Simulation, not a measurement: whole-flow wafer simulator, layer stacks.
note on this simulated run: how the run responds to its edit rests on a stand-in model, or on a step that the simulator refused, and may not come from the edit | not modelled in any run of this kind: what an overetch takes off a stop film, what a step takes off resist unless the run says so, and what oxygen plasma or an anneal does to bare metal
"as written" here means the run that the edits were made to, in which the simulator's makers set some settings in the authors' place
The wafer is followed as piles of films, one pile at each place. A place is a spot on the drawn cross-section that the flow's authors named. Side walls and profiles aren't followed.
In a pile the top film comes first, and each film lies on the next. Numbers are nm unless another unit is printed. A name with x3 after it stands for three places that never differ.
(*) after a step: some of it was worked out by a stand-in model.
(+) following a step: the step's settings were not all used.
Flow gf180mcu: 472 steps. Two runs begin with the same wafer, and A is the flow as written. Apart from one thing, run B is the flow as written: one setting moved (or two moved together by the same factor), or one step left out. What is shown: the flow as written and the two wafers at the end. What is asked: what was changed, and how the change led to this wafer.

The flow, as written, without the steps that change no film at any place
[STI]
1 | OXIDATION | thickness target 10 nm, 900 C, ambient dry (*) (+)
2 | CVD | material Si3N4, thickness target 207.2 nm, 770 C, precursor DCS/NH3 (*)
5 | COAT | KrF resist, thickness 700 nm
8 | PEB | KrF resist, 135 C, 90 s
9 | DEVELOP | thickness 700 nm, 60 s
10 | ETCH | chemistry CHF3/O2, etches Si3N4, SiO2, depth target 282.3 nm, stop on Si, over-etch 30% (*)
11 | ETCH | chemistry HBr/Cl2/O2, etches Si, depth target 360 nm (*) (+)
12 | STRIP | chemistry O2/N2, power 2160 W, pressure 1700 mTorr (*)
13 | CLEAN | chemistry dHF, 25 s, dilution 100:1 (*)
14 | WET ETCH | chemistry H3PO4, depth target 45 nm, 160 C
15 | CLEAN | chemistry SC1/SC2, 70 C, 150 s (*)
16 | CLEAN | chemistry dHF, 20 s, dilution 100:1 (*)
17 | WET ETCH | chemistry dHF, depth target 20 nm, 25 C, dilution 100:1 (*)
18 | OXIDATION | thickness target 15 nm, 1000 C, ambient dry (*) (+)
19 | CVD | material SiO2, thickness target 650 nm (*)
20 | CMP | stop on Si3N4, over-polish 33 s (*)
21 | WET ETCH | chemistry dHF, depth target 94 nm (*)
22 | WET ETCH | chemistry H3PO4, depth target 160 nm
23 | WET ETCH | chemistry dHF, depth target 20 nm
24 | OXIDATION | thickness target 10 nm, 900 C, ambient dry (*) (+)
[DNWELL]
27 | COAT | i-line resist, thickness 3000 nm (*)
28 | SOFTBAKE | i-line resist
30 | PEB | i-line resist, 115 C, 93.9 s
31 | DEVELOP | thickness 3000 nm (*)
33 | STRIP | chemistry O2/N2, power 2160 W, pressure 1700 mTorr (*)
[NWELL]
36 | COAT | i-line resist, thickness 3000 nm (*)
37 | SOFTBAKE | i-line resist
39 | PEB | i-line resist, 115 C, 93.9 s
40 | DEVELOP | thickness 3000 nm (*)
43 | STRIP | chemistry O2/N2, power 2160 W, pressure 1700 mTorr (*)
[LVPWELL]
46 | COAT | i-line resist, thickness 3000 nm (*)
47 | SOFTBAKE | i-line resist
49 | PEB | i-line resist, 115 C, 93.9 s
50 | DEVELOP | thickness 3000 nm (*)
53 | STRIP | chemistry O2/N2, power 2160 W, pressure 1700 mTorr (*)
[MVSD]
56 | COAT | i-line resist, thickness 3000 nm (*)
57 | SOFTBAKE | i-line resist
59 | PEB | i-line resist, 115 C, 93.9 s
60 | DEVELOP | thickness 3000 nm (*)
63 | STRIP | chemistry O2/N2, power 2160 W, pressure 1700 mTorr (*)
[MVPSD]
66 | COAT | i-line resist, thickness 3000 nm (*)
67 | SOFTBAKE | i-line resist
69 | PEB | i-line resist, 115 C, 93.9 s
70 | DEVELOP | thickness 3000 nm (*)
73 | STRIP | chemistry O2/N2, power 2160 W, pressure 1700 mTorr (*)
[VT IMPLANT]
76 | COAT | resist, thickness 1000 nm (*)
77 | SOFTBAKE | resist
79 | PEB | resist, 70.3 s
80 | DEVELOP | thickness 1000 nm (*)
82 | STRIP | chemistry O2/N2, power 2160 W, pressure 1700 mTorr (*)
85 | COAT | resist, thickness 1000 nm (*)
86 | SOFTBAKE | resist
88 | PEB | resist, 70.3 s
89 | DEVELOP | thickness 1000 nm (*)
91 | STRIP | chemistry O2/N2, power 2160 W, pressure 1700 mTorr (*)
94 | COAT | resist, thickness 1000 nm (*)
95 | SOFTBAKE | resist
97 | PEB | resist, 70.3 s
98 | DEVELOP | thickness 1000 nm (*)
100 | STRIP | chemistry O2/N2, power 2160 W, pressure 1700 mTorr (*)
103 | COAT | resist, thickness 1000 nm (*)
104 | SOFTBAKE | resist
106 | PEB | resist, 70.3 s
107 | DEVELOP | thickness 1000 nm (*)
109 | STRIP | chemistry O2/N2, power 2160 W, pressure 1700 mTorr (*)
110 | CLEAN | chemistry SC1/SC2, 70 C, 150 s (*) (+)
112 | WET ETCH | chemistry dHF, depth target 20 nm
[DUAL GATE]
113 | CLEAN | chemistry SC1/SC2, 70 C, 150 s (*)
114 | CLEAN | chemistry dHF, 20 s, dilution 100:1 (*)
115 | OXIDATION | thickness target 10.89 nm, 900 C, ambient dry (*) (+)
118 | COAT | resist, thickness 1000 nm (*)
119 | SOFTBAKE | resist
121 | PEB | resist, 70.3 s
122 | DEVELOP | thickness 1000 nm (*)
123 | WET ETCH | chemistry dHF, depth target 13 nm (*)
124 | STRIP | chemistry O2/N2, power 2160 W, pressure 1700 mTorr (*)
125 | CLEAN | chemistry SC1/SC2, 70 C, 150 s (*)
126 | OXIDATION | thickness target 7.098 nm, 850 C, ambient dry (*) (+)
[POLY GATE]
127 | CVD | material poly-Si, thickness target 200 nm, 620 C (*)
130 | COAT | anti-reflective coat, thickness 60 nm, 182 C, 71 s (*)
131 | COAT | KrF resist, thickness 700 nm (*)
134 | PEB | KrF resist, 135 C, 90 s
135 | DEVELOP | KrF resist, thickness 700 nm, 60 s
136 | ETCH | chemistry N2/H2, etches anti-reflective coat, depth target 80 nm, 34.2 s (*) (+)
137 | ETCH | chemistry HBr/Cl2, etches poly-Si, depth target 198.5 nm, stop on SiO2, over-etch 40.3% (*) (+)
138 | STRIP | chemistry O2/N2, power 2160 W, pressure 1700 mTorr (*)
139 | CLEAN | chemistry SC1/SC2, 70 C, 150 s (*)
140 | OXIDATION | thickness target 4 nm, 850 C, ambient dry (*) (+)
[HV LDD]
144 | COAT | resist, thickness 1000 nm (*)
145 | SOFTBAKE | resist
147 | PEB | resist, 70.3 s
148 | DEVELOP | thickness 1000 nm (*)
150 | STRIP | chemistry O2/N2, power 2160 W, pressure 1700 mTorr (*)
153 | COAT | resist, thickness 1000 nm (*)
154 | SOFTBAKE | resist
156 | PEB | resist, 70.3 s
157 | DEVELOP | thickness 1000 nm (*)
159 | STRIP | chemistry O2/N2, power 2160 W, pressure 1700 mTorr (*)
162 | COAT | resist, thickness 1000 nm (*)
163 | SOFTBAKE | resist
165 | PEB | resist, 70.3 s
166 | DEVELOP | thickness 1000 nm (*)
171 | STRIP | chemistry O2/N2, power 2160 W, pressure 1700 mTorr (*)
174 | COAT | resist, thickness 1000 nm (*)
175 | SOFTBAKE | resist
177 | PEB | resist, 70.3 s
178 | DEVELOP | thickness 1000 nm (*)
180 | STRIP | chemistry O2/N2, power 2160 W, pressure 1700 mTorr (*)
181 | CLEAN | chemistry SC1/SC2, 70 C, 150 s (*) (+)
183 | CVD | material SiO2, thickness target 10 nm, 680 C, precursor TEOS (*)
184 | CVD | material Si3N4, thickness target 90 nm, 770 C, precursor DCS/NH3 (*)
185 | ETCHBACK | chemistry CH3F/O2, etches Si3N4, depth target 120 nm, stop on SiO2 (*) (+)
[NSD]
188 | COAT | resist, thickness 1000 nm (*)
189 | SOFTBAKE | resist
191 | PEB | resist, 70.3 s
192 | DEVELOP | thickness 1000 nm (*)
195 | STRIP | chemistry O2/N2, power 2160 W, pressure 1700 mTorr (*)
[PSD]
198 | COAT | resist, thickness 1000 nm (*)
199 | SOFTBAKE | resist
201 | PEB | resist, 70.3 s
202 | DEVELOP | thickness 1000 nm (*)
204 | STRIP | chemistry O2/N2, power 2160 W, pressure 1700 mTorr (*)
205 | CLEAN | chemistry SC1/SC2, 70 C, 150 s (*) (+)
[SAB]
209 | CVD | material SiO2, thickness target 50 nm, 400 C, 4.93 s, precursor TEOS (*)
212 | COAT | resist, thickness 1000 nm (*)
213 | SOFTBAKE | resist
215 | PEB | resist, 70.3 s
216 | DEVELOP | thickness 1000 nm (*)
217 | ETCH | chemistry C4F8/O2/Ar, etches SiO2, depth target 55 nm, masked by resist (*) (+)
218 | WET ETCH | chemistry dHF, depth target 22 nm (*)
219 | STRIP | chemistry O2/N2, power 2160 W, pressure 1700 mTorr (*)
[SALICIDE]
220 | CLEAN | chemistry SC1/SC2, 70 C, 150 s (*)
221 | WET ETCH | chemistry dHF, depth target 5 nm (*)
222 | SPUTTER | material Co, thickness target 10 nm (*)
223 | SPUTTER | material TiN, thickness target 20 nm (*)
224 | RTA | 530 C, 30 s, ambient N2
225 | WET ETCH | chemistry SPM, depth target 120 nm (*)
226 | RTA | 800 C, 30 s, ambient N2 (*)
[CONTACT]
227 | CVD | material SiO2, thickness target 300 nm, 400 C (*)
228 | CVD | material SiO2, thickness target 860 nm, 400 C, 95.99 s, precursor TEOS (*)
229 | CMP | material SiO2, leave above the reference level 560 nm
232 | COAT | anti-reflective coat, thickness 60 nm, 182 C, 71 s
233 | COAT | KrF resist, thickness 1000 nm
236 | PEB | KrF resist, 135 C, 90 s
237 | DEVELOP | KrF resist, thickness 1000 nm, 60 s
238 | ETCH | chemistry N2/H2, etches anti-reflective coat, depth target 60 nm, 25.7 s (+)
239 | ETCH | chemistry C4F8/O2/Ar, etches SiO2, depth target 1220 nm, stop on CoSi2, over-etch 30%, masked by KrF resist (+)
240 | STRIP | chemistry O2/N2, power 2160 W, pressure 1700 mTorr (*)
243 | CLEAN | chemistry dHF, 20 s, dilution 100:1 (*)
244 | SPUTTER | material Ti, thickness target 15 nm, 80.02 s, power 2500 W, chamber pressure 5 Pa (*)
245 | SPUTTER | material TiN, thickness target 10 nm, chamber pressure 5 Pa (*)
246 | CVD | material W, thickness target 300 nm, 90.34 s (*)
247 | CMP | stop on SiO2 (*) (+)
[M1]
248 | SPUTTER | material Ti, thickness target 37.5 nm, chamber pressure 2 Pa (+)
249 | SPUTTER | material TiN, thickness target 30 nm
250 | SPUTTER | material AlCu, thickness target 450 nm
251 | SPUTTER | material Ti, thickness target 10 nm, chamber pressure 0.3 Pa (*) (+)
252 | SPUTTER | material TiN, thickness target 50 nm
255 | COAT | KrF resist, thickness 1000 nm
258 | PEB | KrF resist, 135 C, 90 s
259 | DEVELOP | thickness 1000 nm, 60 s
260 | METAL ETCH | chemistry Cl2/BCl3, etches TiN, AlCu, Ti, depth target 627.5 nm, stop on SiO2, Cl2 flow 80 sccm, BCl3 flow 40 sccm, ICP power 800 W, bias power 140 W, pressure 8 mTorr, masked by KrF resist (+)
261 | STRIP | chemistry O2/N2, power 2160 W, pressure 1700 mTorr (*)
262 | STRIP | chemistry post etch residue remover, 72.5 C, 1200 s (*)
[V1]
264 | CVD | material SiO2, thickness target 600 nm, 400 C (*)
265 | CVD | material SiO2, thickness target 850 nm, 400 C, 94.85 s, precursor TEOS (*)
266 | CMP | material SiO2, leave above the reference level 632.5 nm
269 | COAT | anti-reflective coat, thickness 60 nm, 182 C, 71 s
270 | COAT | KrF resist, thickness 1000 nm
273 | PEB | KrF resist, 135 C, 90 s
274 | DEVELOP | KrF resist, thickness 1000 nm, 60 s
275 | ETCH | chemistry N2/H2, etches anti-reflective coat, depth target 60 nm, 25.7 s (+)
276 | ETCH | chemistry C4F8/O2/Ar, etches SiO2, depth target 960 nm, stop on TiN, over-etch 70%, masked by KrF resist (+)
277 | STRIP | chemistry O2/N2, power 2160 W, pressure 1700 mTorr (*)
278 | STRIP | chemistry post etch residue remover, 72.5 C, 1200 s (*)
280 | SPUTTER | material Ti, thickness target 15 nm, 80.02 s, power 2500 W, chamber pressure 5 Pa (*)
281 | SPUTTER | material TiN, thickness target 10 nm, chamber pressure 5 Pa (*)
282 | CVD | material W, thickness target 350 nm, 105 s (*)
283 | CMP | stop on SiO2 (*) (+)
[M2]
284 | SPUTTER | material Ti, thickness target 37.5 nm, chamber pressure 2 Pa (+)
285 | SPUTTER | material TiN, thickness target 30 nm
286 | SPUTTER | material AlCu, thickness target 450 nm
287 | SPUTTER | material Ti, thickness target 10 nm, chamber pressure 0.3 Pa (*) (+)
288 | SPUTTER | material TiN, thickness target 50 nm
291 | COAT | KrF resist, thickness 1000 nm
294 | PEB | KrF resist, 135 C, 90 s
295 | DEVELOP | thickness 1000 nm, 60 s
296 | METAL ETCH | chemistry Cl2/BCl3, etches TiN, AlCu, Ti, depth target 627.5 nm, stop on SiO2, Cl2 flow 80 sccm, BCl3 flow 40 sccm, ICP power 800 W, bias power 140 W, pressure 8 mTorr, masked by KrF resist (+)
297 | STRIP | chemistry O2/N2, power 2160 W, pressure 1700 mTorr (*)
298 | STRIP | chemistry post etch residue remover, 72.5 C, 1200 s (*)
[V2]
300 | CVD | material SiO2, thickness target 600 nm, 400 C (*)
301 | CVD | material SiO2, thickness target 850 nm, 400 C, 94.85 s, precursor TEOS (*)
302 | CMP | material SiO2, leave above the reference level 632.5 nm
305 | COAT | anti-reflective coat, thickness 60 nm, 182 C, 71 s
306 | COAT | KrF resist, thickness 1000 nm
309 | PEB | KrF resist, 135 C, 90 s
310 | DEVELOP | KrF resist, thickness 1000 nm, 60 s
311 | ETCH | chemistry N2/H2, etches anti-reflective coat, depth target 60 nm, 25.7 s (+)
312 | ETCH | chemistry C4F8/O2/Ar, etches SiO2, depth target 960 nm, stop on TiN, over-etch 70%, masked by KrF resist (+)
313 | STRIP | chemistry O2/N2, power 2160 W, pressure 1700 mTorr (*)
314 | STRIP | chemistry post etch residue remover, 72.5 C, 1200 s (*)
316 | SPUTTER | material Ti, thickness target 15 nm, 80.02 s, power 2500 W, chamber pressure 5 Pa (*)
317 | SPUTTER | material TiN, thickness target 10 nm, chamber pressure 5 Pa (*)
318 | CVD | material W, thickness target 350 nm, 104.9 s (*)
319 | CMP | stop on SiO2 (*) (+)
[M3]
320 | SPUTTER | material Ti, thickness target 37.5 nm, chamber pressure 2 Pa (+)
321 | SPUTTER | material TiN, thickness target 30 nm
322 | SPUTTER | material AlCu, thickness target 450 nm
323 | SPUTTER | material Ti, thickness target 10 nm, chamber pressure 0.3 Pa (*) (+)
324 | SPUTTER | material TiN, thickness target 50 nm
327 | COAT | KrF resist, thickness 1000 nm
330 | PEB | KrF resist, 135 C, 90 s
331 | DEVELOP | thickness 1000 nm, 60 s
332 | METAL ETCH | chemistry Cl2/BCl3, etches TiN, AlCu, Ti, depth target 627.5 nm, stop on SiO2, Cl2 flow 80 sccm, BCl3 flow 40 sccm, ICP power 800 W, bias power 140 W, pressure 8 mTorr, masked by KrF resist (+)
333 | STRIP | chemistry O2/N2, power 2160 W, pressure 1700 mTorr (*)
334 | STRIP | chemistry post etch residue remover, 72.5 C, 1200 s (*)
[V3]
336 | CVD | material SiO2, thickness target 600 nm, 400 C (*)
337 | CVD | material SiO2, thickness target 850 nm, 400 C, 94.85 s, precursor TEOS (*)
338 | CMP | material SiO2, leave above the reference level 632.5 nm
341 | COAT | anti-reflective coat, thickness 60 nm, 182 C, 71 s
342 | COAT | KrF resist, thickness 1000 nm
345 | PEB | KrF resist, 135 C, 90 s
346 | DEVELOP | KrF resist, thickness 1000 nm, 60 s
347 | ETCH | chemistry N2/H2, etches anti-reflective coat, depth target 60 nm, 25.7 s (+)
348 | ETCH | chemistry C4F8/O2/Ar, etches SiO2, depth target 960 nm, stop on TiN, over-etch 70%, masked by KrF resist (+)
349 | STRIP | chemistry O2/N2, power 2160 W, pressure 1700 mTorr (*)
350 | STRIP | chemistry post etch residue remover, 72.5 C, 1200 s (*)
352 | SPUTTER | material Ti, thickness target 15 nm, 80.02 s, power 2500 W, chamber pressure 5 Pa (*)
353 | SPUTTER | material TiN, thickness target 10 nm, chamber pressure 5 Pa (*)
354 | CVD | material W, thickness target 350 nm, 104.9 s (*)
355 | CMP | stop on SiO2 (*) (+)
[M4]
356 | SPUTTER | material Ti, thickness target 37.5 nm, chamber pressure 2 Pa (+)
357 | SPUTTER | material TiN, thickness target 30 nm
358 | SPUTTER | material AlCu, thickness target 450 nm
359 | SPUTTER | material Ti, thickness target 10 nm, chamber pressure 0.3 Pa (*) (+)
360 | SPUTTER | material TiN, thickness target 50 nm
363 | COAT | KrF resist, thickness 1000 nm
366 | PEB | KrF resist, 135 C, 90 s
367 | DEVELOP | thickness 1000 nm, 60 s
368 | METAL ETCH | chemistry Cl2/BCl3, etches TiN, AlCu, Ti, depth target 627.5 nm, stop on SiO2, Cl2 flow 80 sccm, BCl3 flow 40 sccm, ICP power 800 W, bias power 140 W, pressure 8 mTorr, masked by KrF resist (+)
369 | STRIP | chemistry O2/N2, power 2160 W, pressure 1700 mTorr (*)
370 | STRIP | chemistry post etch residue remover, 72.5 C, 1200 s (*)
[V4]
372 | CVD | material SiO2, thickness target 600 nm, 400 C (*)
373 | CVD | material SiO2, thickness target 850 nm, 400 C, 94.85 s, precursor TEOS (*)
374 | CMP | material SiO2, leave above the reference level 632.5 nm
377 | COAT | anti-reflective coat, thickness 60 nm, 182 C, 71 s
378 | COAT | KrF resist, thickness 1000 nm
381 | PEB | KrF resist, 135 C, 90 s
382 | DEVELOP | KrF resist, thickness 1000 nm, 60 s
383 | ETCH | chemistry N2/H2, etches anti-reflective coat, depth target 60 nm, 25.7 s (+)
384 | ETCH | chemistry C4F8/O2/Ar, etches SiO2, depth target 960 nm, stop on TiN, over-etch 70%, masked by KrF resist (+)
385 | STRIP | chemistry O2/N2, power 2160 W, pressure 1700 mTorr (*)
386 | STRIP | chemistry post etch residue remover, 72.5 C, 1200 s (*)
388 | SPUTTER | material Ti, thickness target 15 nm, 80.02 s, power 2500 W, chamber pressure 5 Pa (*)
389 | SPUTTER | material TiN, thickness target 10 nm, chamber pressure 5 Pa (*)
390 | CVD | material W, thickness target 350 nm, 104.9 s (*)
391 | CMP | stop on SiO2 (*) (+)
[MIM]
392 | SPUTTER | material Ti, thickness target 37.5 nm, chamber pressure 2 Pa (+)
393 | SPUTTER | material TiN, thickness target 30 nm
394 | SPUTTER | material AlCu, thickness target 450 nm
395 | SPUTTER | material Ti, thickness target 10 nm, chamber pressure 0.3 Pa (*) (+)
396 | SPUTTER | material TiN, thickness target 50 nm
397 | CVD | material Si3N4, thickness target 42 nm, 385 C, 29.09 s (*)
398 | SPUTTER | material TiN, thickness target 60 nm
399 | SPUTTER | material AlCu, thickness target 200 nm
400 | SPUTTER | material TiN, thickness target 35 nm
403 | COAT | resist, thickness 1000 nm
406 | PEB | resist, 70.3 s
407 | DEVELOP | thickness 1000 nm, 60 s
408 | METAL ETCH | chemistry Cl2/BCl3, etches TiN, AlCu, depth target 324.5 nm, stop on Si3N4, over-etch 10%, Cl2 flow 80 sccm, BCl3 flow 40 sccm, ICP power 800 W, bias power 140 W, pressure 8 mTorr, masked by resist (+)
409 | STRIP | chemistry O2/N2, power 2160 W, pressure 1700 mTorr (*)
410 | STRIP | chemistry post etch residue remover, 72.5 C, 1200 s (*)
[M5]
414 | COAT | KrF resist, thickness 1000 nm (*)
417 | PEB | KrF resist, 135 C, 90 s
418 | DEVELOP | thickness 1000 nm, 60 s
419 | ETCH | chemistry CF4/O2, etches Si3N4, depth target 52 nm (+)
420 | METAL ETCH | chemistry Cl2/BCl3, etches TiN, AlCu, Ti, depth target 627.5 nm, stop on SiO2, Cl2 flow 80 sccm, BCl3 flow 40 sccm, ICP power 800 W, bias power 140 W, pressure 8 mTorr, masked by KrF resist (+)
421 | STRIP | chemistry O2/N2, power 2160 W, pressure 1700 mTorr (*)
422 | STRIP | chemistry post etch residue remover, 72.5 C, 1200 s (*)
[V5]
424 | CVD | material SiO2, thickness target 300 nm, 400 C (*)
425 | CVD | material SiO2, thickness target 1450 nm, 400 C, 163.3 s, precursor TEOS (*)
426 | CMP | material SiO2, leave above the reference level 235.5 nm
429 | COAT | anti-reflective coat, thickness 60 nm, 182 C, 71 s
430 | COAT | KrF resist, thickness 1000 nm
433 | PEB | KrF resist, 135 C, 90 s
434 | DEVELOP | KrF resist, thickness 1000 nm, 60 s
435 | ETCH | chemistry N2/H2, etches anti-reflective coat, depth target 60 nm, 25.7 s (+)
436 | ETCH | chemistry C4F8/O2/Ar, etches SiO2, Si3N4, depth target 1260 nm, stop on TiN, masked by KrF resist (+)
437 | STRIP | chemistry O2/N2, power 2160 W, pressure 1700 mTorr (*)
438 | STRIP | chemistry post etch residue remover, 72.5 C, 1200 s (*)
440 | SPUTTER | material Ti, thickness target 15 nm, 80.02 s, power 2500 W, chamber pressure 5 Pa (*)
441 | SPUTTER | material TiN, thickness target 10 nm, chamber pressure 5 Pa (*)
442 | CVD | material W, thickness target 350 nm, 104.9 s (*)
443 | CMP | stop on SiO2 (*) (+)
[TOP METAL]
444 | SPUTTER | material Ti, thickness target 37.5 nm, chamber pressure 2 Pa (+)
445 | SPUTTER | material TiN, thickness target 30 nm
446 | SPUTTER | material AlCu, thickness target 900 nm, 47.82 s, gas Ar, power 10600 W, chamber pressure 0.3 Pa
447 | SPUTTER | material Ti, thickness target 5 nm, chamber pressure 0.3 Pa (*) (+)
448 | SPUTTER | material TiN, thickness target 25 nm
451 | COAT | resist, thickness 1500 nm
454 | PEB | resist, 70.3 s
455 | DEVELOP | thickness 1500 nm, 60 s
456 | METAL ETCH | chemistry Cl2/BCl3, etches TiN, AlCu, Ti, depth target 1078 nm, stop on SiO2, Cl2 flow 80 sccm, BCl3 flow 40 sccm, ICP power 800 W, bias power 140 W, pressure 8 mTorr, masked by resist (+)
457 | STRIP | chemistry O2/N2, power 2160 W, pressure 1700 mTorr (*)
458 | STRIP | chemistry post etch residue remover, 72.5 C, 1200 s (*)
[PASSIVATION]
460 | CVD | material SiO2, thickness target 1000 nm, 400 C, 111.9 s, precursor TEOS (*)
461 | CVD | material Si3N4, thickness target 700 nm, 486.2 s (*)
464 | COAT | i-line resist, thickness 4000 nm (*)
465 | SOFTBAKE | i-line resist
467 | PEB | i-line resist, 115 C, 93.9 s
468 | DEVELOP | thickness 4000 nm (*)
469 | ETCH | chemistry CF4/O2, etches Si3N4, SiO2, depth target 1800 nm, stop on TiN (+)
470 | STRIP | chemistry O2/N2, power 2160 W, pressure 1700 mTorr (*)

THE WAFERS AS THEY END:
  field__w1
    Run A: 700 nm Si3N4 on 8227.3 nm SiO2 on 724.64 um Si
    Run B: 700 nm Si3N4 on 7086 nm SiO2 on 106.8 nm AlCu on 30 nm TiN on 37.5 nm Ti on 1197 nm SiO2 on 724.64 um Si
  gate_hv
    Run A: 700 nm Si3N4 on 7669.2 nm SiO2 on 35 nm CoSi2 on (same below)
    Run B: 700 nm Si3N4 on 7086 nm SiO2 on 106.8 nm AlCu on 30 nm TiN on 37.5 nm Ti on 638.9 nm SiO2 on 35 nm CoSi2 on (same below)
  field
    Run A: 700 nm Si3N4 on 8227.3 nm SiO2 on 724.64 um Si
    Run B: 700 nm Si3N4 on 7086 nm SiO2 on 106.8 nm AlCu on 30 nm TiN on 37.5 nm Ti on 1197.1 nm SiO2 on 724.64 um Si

The reason: step 250, SPUTTER: thickness target 680 nm was run, though the flow has thickness target 450 nm.

How this came from the change, step by step:
  250 | SPUTTER | material AlCu, thickness target 450 nm
      field, field__w1, field__w2 and 108 more: A +450 AlCu (new film) | B +680 AlCu (new film)
  260 | METAL ETCH | chemistry Cl2/BCl3, etches TiN, AlCu, Ti, depth target 627.5 nm, stop on SiO2, Cl2 flow 80 sccm, BCl3 flow 40 sccm, ICP power 800 W, bias power 140 W, pressure 8 mTorr, masked by KrF resist (+)
      field, field__w1, field__w2 and 99 more: A -50 TiN (all of it), -10 Ti (all of it), -450 AlCu (all of it), -30 TiN (all of it), -37.5 Ti (all of it) | B -50 TiN (all of it), -10 Ti (all of it), -567.5 AlCu
  262 | STRIP | chemistry post etch residue remover, 72.5 C, 1200 s (*)
      field, field__w1, field__w2 and 99 more: A nothing | B -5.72 AlCu
  264 | CVD | material SiO2, thickness target 600 nm, 400 C (*)
      field, field__w1, field__w2 and 99 more: A +600 SiO2 | B +600 SiO2 (new film)
  266 | CMP | material SiO2, leave above the reference level 632.5 nm
      field, field__w1, field__w2 and 99 more: A -300 SiO2 | B -244.3 SiO2
Taking metal films that touch as one body, field__w1 has 1 body; the flow as written gives 0 bodies.
Taking metal films that touch as one body, gate_hv has 2 bodies (between them, from the top down: SiO2 638.9); the flow as written gives 1 body.
Taking metal films that touch as one body, field has 1 body; the flow as written gives 0 bodies.
